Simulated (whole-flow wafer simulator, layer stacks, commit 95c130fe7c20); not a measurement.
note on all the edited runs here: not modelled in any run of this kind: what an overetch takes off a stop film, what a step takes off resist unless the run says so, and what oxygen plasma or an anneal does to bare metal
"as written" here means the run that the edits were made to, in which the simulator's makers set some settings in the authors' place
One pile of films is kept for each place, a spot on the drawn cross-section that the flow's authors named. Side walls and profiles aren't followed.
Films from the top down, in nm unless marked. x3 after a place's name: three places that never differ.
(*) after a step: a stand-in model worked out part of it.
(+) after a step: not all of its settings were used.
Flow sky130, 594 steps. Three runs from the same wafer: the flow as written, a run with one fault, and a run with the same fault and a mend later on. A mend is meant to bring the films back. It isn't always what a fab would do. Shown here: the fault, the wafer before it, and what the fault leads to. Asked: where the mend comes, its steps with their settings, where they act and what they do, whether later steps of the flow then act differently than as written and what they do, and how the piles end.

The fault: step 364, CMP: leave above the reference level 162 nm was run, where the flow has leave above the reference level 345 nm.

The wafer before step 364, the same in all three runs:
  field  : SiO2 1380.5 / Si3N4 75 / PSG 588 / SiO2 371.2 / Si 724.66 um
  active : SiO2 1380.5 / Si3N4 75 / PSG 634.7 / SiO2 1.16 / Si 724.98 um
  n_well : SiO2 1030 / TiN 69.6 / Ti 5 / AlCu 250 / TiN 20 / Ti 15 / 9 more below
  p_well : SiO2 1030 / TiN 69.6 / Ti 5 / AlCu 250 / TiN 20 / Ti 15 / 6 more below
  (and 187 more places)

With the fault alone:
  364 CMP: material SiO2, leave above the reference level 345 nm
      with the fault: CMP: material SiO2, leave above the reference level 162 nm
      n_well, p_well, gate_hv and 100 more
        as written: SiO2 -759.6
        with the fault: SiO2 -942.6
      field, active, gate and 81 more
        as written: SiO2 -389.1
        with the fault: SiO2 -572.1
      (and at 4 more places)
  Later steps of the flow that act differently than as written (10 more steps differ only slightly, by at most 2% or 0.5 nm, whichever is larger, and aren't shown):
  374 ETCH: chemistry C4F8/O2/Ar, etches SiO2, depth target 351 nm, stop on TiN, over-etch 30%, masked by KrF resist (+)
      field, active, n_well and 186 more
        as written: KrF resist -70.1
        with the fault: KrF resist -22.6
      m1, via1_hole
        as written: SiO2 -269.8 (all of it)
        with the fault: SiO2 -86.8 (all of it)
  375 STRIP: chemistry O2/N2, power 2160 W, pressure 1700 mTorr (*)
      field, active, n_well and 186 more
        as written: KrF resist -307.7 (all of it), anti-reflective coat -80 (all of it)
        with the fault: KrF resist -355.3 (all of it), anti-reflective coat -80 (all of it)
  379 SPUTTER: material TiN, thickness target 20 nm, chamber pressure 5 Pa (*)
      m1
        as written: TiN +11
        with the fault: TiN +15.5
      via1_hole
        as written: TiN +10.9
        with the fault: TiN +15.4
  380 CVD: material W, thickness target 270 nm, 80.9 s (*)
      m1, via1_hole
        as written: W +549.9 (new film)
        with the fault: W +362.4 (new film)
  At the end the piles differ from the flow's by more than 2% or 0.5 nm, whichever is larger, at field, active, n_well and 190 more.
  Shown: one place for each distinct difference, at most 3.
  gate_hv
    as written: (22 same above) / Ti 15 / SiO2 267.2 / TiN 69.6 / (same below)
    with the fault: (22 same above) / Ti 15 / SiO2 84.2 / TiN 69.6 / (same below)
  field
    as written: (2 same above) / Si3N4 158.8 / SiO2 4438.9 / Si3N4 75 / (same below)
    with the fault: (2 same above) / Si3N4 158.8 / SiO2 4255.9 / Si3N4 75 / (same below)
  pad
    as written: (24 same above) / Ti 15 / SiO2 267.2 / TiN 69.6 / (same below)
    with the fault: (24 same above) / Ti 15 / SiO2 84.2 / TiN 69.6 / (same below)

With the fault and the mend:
  The mend comes after step 364.
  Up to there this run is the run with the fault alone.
  364a HDPCVD: thickness target 183 nm (*) (the flow's step 363 once more, with other settings)
      field, active, n_well and 188 more
        SiO2 +183
  No later step of the flow acts differently than as written, at any place that is followed, by more than 2% or 0.5 nm, whichever is larger.
  At the end the piles are the same as the flow's at every place that both follow.
